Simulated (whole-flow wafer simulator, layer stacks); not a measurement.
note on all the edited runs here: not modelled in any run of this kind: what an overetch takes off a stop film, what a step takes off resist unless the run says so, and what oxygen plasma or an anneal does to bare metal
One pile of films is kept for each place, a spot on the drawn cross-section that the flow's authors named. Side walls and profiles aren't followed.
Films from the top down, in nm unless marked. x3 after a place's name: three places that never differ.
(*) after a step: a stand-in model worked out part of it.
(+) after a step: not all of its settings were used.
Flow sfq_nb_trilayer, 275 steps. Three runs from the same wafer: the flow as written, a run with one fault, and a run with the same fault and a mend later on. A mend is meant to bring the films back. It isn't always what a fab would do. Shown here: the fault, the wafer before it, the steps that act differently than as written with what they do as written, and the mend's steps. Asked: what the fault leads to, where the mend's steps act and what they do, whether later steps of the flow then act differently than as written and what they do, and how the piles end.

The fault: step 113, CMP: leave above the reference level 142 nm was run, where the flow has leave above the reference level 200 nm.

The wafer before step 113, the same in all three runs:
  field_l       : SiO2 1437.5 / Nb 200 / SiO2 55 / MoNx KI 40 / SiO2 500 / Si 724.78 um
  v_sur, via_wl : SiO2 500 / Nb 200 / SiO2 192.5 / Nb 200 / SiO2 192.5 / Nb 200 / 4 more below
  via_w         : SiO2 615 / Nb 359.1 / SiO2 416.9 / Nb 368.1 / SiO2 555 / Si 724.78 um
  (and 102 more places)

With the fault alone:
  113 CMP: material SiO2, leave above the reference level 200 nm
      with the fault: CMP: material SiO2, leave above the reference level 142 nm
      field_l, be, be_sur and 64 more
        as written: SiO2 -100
        with the fault: SiO2 -158
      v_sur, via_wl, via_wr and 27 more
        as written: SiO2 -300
        with the fault: SiO2 -358
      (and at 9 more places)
  Later steps of the flow that act differently than as written (4 more steps differ only slightly, by at most 2% or 0.5 nm, whichever is larger, and aren't shown):
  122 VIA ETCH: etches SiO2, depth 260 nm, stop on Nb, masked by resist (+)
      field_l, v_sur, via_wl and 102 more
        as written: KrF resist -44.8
        with the fault: KrF resist -36.7
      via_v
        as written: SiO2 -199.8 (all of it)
        with the fault: SiO2 -141.8 (all of it)
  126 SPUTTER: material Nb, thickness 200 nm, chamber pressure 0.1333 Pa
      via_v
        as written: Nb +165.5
        with the fault: Nb +178.3
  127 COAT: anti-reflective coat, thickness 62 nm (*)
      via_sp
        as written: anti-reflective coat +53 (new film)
        with the fault: anti-reflective coat +54.2 (new film)
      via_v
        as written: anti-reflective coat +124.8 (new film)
        with the fault: anti-reflective coat +111 (new film)
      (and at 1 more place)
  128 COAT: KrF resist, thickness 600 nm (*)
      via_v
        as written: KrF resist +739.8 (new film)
        with the fault: KrF resist +692.1 (new film)
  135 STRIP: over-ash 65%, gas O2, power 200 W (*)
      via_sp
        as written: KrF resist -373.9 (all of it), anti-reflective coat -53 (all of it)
        with the fault: KrF resist -377.8 (all of it), anti-reflective coat -54.2 (all of it)
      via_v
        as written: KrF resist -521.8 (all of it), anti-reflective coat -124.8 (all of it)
        with the fault: KrF resist -474.3 (all of it), anti-reflective coat -111 (all of it)
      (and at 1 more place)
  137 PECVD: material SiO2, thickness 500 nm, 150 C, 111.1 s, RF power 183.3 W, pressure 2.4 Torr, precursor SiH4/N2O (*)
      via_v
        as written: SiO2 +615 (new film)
        with the fault: SiO2 +519.7 (new film)
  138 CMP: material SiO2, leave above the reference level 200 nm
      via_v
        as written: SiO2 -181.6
        with the fault: SiO2 -157.1
  At the end the piles differ from the flow's by more than 2% or 0.5 nm, whichever is larger, at v_sur, via_wl, via_w and 86 more.
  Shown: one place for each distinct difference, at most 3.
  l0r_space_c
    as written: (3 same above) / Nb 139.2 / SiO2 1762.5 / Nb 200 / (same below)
    with the fault: (3 same above) / Nb 139.2 / SiO2 1704.5 / Nb 200 / (same below)
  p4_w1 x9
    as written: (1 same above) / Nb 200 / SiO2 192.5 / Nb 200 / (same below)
    with the fault: (1 same above) / Nb 200 / SiO2 134.5 / Nb 200 / (same below)
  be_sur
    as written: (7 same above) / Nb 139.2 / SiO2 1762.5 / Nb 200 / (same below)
    with the fault: (7 same above) / Nb 139.2 / SiO2 1704.5 / Nb 200 / (same below)

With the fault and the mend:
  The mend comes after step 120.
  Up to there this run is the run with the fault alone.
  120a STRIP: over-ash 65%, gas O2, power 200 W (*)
      field_l, v_sur, via_wl and 102 more
        KrF resist -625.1 (all of it), anti-reflective coat -62 (all of it)
      via_v
        anti-reflective coat -62 (all of it)
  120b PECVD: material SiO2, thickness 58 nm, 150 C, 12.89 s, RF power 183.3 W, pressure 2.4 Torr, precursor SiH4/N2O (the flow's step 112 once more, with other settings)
      field_l, v_sur, via_wl and 103 more
        SiO2 +58
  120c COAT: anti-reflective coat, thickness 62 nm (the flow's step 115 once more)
      field_l, v_sur, via_wl and 103 more
        anti-reflective coat +62 (new film)
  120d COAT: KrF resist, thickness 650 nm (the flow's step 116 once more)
      field_l, v_sur, via_wl and 103 more
        KrF resist +650 (new film)
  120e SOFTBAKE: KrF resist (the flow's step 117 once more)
      changes no film at any place that is followed
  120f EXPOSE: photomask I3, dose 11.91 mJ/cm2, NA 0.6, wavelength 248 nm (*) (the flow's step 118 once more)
      changes no film at any place that is followed
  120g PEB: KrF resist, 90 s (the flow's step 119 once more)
      field_l, v_sur, via_wl and 103 more
        KrF resist -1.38
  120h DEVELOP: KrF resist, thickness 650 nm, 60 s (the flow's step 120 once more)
      field_l, v_sur, via_wl and 102 more
        KrF resist -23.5
      via_v
        KrF resist -648.6 (all of it)
  No later step of the flow acts differently than as written, at any place that is followed, by more than 2% or 0.5 nm, whichever is larger.
  At the end the piles are the same as the flow's at every place that both follow.
